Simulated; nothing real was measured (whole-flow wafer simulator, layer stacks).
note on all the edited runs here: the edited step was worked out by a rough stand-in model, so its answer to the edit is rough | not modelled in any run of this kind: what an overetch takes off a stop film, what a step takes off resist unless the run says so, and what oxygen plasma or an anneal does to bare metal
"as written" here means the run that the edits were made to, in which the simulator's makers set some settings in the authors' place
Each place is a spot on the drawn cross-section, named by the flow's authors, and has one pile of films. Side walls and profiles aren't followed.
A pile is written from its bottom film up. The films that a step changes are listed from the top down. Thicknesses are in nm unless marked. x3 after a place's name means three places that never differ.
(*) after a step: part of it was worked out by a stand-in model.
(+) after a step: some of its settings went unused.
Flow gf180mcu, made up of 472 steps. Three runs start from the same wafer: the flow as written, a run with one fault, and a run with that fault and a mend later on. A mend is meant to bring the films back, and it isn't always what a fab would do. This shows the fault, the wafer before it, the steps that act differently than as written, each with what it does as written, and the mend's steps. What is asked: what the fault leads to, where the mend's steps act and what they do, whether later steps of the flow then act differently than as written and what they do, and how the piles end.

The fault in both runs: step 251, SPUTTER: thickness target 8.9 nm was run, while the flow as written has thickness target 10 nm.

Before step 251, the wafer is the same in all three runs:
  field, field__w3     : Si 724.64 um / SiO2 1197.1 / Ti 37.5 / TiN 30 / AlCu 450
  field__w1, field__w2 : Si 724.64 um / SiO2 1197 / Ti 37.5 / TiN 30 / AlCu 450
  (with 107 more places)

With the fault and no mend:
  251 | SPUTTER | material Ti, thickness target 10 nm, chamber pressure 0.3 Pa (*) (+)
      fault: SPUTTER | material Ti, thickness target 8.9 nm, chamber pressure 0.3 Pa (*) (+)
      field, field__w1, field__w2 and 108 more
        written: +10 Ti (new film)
        fault: +8.9 Ti (new film)
  Steps later in the flow that act otherwise than as written (not shown: 3 more steps that differ only slightly, by at most 2% or 0.5 nm, whichever is larger):
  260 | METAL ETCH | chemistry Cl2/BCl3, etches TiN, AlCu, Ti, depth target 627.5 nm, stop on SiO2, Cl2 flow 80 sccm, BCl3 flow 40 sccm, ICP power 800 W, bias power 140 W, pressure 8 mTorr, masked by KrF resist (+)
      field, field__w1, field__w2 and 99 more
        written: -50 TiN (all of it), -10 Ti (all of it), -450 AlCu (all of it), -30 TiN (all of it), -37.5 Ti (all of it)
        fault: -50 TiN (all of it), -8.9 Ti (all of it), -450 AlCu (all of it), -30 TiN (all of it), -37.5 Ti (all of it)
  At field__w8, contact, m1 and 6 more, the piles at the end differ from the flow's by more than 2% or 0.5 nm, whichever is larger.
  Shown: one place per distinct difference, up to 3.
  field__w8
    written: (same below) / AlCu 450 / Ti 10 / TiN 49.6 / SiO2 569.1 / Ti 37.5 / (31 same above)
    fault: (same below) / AlCu 450 / Ti 8.9 / TiN 49.6 / SiO2 570.2 / Ti 37.5 / (31 same above)
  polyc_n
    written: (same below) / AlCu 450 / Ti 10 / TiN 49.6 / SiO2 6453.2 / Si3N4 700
    fault: (same below) / AlCu 450 / Ti 8.9 / TiN 49.6 / SiO2 6454.3 / Si3N4 700
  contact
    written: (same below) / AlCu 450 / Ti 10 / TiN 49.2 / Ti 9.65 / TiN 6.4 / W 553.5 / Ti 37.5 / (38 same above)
    fault: (same below) / AlCu 450 / Ti 8.9 / TiN 49.2 / Ti 9.65 / TiN 6.4 / W 554.6 / Ti 37.5 / (38 same above)

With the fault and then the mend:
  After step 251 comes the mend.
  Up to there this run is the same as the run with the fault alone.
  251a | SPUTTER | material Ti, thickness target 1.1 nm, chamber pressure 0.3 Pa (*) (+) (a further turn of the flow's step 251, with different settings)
      field, field__w1, field__w2 and 108 more
        +1.1 Ti
  None of the later steps of the flow acts differently than as written at any place that is followed.
  By the end, the piles equal the flow's at every place that both follow.
